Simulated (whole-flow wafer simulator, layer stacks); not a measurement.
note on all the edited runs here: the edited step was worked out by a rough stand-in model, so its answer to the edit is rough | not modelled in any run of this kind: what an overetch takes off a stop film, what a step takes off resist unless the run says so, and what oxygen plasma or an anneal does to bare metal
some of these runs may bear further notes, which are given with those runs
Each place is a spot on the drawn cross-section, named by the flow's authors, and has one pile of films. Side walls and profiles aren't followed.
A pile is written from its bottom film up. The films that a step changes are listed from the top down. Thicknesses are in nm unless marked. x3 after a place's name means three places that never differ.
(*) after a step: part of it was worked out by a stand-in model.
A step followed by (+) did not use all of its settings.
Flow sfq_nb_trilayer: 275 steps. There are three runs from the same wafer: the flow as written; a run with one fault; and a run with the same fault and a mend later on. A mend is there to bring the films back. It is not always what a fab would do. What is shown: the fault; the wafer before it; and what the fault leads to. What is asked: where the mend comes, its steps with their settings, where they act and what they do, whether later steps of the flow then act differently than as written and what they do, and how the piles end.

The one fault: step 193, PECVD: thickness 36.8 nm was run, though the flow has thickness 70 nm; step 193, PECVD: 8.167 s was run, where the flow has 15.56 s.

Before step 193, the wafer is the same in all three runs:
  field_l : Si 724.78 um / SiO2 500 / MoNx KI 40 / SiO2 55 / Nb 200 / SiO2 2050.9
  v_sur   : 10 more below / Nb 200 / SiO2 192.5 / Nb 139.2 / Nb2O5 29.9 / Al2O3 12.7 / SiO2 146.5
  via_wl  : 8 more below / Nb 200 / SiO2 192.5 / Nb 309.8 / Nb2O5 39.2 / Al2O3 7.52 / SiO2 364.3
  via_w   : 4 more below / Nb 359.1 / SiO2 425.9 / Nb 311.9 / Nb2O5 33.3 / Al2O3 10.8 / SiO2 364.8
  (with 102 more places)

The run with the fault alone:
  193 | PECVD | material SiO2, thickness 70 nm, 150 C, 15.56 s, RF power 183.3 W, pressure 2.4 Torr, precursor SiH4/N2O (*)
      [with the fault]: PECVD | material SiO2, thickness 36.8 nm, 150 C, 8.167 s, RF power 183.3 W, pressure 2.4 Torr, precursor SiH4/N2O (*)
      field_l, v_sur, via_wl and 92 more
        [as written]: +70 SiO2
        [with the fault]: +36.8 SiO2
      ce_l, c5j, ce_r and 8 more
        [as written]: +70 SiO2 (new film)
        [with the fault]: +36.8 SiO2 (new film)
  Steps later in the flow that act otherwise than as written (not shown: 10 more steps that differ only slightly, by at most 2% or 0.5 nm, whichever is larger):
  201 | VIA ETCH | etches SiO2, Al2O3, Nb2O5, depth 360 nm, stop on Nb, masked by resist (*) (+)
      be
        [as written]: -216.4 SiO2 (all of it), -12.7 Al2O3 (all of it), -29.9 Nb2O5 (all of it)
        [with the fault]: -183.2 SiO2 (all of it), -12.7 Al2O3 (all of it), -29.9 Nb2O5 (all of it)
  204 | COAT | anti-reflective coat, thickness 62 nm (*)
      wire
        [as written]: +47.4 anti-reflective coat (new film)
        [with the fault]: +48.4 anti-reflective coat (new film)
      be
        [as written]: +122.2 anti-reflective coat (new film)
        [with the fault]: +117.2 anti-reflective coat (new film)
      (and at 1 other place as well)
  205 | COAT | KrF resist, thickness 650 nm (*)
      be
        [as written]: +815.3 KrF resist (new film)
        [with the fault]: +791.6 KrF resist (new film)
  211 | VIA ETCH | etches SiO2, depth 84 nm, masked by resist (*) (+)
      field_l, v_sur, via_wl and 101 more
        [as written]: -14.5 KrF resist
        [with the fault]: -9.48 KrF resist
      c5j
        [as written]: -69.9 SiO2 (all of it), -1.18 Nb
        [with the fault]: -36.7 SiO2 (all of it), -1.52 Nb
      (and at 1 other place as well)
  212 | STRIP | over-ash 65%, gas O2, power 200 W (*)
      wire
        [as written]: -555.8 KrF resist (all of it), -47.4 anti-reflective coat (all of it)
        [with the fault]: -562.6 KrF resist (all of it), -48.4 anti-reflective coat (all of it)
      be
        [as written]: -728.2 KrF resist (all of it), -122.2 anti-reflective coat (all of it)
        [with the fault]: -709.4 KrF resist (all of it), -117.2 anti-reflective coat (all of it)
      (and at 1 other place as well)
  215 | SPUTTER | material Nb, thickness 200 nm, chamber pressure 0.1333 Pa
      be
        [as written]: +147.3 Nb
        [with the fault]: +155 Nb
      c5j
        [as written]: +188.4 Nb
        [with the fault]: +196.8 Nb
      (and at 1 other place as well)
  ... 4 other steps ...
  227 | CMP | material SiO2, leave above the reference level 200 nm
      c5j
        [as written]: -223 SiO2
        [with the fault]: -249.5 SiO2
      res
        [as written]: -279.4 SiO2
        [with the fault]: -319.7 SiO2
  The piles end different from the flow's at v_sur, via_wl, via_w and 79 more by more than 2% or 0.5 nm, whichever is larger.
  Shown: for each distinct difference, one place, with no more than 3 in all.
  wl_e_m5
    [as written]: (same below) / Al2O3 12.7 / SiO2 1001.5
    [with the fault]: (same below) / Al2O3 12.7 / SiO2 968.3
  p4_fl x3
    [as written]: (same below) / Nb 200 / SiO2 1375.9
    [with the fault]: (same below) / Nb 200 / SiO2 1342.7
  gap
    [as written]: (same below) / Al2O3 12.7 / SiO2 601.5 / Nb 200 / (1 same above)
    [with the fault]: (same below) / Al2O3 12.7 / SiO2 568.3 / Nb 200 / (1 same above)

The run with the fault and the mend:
  The mend stands after step 199.
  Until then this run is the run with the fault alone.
  199a | STRIP | over-ash 65%, gas O2, power 200 W (*)
      p4_fl x3, p4_w1 x9, p4_g1 x2 and 33 more
        -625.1 KrF resist (all of it), -62 anti-reflective coat (all of it)
      wl_b_m5, wl_b_sr, wl_c_sl and 12 more
        -625 KrF resist (all of it), -62 anti-reflective coat (all of it)
      v_sur, via_wl, via_w
        -625.7 KrF resist (all of it), -62.2 anti-reflective coat (all of it)
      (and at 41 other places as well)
  199b | PECVD | material SiO2, thickness 33.2 nm, 150 C, 7.378 s, RF power 183.3 W, pressure 2.4 Torr, precursor SiH4/N2O (*) (a further turn of the flow's step 193, with different settings)
      field_l, v_sur, via_wl and 103 more
        +33.2 SiO2
  199c | COAT | anti-reflective coat, thickness 62 nm (*) (a further turn of the flow's step 194)
      p4_fl x3, p4_w1 x9, p4_g1 x2 and 50 more
        +62 anti-reflective coat (new film)
      via_wr, via_sp, via_v, wire, lsp_r, l0_sur, l0v
        +62.3 anti-reflective coat (new film)
      be, be_sur, gap, lsp_m, ln_m6
        +62.4 anti-reflective coat (new film)
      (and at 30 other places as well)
  199d | COAT | KrF resist, thickness 650 nm (*) (a further turn of the flow's step 195)
      p4_fl x3, p4_w1 x9, p4_g1 x2 and 33 more
        +650 KrF resist (new film)
      wl_b_m5, wl_b_sr, wl_c_sl and 12 more
        +649.9 KrF resist (new film)
      v_sur, via_wl, via_w
        +650.6 KrF resist (new film)
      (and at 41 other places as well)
  199e | SOFTBAKE | KrF resist (a further turn of the flow's step 196)
      leaves every film unchanged at each place that is followed
  199f | EXPOSE | photomask I5, dose 12.41 mJ/cm2, NA 0.6, wavelength 248 nm (*) (a further turn of the flow's step 197)
      leaves every film unchanged at each place that is followed
  199g | PEB | KrF resist, 90 s (a further turn of the flow's step 198)
      field_l, v_sur, via_wl and 87 more
        -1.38 KrF resist
      jj_sur, ce_l, sp_r, moat, field_r, wl_jj
        -1.39 KrF resist
      be_r, r_sur, res, r_end
        -1.33 KrF resist
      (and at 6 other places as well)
  199h | DEVELOP | KrF resist, thickness 650 nm, 60 s (a further turn of the flow's step 199)
      field_l, v_sur, via_wl and 102 more
        -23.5 KrF resist
      be
        -649.8 KrF resist (all of it)
  Later steps of the flow that are run all act as written at every place that is followed, up to a difference of at most 2% or 0.5 nm, whichever is larger.
  By the end, the piles equal the flow's at every place that both follow.
